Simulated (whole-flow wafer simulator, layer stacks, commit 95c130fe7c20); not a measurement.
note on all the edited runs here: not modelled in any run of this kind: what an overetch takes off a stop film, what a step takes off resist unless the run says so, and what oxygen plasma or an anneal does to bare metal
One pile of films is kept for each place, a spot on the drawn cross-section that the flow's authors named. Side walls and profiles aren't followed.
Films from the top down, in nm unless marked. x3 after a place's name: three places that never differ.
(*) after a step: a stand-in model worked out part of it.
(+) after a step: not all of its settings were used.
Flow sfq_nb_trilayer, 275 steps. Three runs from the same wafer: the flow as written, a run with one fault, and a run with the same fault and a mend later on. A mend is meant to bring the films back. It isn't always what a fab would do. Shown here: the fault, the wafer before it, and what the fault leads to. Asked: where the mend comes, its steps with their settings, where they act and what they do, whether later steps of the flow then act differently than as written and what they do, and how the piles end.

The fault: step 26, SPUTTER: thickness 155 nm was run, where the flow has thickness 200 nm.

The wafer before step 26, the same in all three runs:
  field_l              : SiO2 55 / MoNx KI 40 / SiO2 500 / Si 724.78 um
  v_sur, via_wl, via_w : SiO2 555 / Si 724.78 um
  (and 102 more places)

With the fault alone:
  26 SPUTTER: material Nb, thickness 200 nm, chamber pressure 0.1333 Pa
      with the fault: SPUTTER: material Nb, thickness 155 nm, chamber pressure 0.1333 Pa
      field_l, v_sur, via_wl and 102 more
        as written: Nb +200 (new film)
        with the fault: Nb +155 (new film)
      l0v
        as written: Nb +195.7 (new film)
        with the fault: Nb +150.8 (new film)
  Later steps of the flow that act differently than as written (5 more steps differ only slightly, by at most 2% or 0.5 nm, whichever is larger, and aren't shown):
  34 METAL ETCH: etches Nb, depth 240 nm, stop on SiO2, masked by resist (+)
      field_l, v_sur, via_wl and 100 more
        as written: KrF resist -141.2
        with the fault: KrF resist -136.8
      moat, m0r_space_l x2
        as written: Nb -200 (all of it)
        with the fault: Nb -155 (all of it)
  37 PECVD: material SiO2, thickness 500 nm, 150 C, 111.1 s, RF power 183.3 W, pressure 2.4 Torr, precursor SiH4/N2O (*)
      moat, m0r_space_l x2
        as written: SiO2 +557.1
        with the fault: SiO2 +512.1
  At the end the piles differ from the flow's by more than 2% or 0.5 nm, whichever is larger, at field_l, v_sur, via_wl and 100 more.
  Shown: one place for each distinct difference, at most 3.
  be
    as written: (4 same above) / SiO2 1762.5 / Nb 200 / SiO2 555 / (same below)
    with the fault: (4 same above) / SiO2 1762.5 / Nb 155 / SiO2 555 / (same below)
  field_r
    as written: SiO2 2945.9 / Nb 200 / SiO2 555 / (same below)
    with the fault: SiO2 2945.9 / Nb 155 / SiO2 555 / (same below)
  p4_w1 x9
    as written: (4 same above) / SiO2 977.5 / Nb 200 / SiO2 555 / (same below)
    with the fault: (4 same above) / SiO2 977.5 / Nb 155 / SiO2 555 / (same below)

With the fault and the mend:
  The mend comes after step 26.
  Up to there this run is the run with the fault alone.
  26a SPUTTER: material Nb, thickness 45 nm, chamber pressure 0.1333 Pa (the flow's step 26 once more, with other settings)
      field_l, via_wl, via_w and 100 more
        Nb +45
      v_sur
        Nb +43.4
      lsp_r
        Nb +44.3
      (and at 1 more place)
  No later step of the flow acts differently than as written, at any place that is followed, by more than 2% or 0.5 nm, whichever is larger.
  At the end the piles differ from the flow's only slightly at the places that both follow, by at most 2% or 0.5 nm, whichever is larger.
